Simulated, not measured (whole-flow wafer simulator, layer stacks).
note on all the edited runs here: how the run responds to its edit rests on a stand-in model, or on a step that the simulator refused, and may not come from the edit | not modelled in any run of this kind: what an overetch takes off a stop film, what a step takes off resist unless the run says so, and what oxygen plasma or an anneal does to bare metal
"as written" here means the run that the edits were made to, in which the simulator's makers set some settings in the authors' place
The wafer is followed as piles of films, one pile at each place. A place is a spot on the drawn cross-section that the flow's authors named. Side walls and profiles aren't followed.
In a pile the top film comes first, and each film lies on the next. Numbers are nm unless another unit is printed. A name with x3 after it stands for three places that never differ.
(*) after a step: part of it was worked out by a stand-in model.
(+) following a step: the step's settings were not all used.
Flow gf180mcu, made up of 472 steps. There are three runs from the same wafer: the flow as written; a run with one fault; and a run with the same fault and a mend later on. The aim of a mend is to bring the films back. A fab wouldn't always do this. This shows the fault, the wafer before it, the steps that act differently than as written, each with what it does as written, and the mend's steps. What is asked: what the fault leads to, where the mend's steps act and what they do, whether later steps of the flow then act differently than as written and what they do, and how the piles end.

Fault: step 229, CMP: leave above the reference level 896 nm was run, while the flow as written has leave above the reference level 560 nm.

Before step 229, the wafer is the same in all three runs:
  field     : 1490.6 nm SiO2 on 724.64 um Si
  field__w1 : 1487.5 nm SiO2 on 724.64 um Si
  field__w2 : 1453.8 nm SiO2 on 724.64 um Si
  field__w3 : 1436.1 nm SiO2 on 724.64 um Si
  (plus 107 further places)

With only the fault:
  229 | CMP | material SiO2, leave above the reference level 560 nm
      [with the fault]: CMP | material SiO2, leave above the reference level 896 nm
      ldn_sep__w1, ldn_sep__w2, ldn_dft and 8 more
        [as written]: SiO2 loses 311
        [with the fault]: nothing
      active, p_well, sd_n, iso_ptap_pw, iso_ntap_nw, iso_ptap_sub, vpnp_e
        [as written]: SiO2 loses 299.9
        [with the fault]: nothing
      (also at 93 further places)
  Later steps of the flow acting differently than as written (not shown: 5 more steps that differ only slightly, by at most 2% or 0.5 nm, whichever is larger):
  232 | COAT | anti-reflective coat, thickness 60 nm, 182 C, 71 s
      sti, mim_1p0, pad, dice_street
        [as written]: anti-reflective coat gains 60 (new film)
        [with the fault]: anti-reflective coat gains 52.1 (new film)
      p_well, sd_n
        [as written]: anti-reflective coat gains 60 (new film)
        [with the fault]: anti-reflective coat gains 49 (new film)
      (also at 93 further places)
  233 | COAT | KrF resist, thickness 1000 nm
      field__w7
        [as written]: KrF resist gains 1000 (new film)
        [with the fault]: KrF resist gains 1020.7 (new film)
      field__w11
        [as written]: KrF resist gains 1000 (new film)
        [with the fault]: KrF resist gains 1023 (new film)
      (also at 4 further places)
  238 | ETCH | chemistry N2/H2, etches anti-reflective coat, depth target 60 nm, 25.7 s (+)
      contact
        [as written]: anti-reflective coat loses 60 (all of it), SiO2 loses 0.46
        [with the fault]: anti-reflective coat loses 75.7 (all of it)
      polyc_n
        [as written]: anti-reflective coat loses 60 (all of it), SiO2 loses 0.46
        [with the fault]: anti-reflective coat loses 31.3 (all of it), SiO2 loses 1.2
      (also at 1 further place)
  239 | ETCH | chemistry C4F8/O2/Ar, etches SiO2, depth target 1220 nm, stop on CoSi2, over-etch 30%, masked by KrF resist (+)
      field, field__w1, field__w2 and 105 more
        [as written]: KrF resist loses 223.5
        [with the fault]: KrF resist loses 244
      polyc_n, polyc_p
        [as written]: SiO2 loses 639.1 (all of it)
        [with the fault]: SiO2 loses 974.3 (all of it)
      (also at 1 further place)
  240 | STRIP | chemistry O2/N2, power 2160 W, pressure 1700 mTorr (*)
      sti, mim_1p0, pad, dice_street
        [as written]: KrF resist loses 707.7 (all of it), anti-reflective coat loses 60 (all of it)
        [with the fault]: KrF resist loses 704.1 (all of it), anti-reflective coat loses 52.1 (all of it)
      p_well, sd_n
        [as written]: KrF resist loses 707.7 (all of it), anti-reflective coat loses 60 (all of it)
        [with the fault]: KrF resist loses 704.1 (all of it), anti-reflective coat loses 49 (all of it)
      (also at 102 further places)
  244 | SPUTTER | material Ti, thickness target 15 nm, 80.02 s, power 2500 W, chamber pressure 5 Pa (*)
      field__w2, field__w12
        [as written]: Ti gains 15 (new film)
        [with the fault]: Ti gains 14.1 (new film)
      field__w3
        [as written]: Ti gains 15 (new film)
        [with the fault]: Ti gains 14.2 (new film)
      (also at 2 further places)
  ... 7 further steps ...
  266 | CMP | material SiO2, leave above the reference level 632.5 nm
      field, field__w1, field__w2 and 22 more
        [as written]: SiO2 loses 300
        [with the fault]: SiO2 loses 287.7
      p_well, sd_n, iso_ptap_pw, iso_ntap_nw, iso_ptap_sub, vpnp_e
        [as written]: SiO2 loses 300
        [with the fault]: SiO2 loses 270.8
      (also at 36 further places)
  The piles end different from the flow's at field, field__w1, field__w2 and 109 more by more than 2% or 0.5 nm, whichever is larger.
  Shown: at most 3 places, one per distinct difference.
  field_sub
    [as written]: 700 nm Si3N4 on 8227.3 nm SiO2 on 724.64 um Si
    [with the fault]: 700 nm Si3N4 on 7042.5 nm SiO2 on 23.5 nm W on 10 nm TiN on 15 nm Ti on 1465.9 nm SiO2 on 724.64 um Si
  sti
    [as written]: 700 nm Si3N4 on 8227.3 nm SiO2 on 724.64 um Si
    [with the fault]: 700 nm Si3N4 on 7049.3 nm SiO2 on 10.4 nm Ti on 1497.1 nm SiO2 on 724.64 um Si
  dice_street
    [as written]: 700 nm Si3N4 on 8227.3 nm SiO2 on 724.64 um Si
    [with the fault]: 700 nm Si3N4 on 7049.3 nm SiO2 on 10.3 nm Ti on 1497.2 nm SiO2 on 724.64 um Si

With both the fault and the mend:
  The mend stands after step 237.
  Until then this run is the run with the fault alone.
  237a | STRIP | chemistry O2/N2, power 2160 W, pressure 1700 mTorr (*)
      sti, mim_1p0, pad, dice_street
        KrF resist loses 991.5 (all of it), anti-reflective coat loses 52.1 (all of it)
      p_well, sd_n
        KrF resist loses 991.5 (all of it), anti-reflective coat loses 49 (all of it)
      field
        KrF resist loses 986.8 (all of it), anti-reflective coat loses 67.8 (all of it)
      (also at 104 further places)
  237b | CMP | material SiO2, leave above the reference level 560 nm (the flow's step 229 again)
      field__w5, field__w9, n_well and 33 more
        SiO2 loses 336
      ldn_sep__w1, ldn_sep__w2, ldn_dft and 8 more
        SiO2 loses 311
      active, p_well, sd_n, iso_ptap_pw, iso_ntap_nw, iso_ptap_sub, vpnp_e
        SiO2 loses 299.9
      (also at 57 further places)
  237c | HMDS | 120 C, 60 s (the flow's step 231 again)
      leaves every film unchanged at each place that is followed
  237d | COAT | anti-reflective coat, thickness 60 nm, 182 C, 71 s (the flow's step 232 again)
      field, field__w1, field__w2 and 108 more
        anti-reflective coat gains 60 (new film)
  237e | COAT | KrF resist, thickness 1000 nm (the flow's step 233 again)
      field, field__w1, field__w2 and 108 more
        KrF resist gains 1000 (new film)
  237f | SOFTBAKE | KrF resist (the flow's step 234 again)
      leaves every film unchanged at each place that is followed
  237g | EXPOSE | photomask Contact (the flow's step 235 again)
      leaves every film unchanged at each place that is followed
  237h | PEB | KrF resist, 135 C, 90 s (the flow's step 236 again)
      field, field__w1, field__w2 and 108 more
        KrF resist loses 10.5
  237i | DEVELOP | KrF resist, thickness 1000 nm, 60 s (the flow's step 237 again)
      field, field__w1, field__w2 and 105 more
        KrF resist loses 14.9
      contact, polyc_n, polyc_p
        KrF resist loses 989.5 (all of it)
  None of the later steps of the flow acts differently than as written at any place that is followed.
  The piles end the same as the flow's at every place that both follow.
